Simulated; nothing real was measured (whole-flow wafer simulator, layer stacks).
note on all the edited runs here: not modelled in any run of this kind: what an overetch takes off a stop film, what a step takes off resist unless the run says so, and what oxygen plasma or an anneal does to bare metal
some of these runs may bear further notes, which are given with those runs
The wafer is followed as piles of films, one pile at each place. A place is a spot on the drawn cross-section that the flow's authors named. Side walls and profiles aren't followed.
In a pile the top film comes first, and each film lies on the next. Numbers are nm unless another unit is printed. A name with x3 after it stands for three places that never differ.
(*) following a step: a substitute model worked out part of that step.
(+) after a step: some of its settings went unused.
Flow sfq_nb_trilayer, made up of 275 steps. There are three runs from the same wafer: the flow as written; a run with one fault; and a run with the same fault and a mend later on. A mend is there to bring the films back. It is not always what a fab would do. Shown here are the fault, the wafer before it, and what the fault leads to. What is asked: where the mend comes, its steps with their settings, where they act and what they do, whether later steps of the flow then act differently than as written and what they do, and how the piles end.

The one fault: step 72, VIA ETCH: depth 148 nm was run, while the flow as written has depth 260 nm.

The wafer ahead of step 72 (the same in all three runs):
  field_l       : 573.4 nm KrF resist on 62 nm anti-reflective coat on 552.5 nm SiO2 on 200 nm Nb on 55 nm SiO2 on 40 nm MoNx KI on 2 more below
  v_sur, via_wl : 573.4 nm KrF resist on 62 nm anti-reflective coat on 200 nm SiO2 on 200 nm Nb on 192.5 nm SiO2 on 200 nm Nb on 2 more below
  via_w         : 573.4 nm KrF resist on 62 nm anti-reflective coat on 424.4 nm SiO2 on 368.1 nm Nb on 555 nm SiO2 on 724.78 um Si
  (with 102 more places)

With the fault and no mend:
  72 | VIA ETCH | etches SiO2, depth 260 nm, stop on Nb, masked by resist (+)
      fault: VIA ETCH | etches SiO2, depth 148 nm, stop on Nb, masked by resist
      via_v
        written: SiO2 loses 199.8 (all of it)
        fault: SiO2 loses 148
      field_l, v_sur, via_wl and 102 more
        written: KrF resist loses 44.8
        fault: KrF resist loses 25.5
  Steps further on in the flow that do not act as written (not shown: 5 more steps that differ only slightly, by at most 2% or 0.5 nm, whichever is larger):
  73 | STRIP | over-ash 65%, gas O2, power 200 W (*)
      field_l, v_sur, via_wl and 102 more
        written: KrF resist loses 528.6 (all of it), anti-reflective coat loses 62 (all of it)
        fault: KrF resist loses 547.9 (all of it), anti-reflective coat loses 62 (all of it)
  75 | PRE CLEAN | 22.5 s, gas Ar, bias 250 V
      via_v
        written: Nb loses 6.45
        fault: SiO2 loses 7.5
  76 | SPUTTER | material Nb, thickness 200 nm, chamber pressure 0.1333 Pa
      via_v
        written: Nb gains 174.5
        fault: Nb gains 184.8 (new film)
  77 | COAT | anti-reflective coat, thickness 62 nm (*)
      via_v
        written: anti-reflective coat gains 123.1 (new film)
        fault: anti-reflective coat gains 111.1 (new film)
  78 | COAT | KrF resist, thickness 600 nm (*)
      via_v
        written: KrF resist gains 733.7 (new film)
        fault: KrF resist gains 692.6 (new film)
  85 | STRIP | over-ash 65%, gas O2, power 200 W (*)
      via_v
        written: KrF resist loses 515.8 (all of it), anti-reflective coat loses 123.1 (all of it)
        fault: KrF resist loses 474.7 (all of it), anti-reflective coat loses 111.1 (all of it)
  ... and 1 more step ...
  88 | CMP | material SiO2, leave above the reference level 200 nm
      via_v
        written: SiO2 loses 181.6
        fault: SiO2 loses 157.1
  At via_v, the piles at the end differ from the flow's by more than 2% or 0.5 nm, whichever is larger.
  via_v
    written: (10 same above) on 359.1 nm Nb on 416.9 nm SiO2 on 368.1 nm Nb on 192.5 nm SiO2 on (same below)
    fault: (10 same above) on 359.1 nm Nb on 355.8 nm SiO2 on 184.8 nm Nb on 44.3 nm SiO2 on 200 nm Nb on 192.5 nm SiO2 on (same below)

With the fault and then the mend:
  The mend follows step 73.
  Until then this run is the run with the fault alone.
  73a | COAT | anti-reflective coat, thickness 62 nm (*) (a further turn of the flow's step 65)
      p4_fl x3, p4_w1 x9, p4_g1 x2 and 63 more
        anti-reflective coat gains 62 (new film)
      be_r, r_sur, res and 7 more
        anti-reflective coat gains 61.8 (new film)
      field_l, jj_sur, ce_l
        anti-reflective coat gains 61.6 (new film)
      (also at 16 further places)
  73b | COAT | KrF resist, thickness 650 nm (*) (a further turn of the flow's step 66)
      p4_fl x3, p4_w1 x9, p4_g1 x2 and 63 more
        KrF resist gains 650 (new film)
      lsp_l, ln_m5, lsp_m, ln_m6, lsp_r, l0_sur, l0v
        KrF resist gains 649.7 (new film)
      r_end, moat, field_r
        KrF resist gains 649.6 (new film)
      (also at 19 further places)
  73c | SOFTBAKE | KrF resist (a further turn of the flow's step 67)
      does not change any film at any place that is followed
  73d | EXPOSE | photomask I1, dose 11.91 mJ/cm2, NA 0.6, wavelength 248 nm (*) (a further turn of the flow's step 68)
      does not change any film at any place that is followed
  73e | PEB | KrF resist, 90 s (a further turn of the flow's step 69)
      c5j, ce_r, sp_r and 90 more
        KrF resist loses 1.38
      field_l, v_sur, via_wl and 9 more
        KrF resist loses 1.37
      via_v
        KrF resist loses 1.59
  73f | DEVELOP | KrF resist, thickness 650 nm, 60 s (a further turn of the flow's step 70)
      field_l, v_sur, via_wl and 102 more
        KrF resist loses 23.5
      via_v
        KrF resist loses 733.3 (all of it)
  73g | VIA ETCH | etches anti-reflective coat, depth 125 nm, masked by resist (+) (a further turn of the flow's step 71)
      field_l, v_sur, via_wl and 102 more
        KrF resist loses 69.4
      via_v
        anti-reflective coat loses 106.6 (all of it)
  73h | VIA ETCH | etches SiO2, depth 112 nm, stop on Nb, masked by resist (+) (a further turn of the flow's step 72, with different settings)
      field_l, v_sur, via_wl and 102 more
        KrF resist loses 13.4
      via_v
        SiO2 loses 51.8 (all of it)
  73i | STRIP | over-ash 65%, gas O2, power 200 W (*) (a further turn of the flow's step 73)
      p4_fl x3, p4_w1 x9, p4_g1 x2 and 63 more
        KrF resist loses 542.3 (all of it), anti-reflective coat loses 62 (all of it)
      r_end, moat, field_r, lsp_l, ln_m5
        KrF resist loses 541.9 (all of it), anti-reflective coat loses 61.8 (all of it)
      v_sur, gap
        KrF resist loses 540.6 (all of it), anti-reflective coat loses 61.5 (all of it)
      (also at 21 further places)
  None of the later steps of the flow differs from how it acts as written, at any place that is followed, by more than 2% or 0.5 nm, whichever is larger.
  The piles end only slightly different from the flow's at the places that both follow, by no more than 2% or 0.5 nm, whichever is larger.
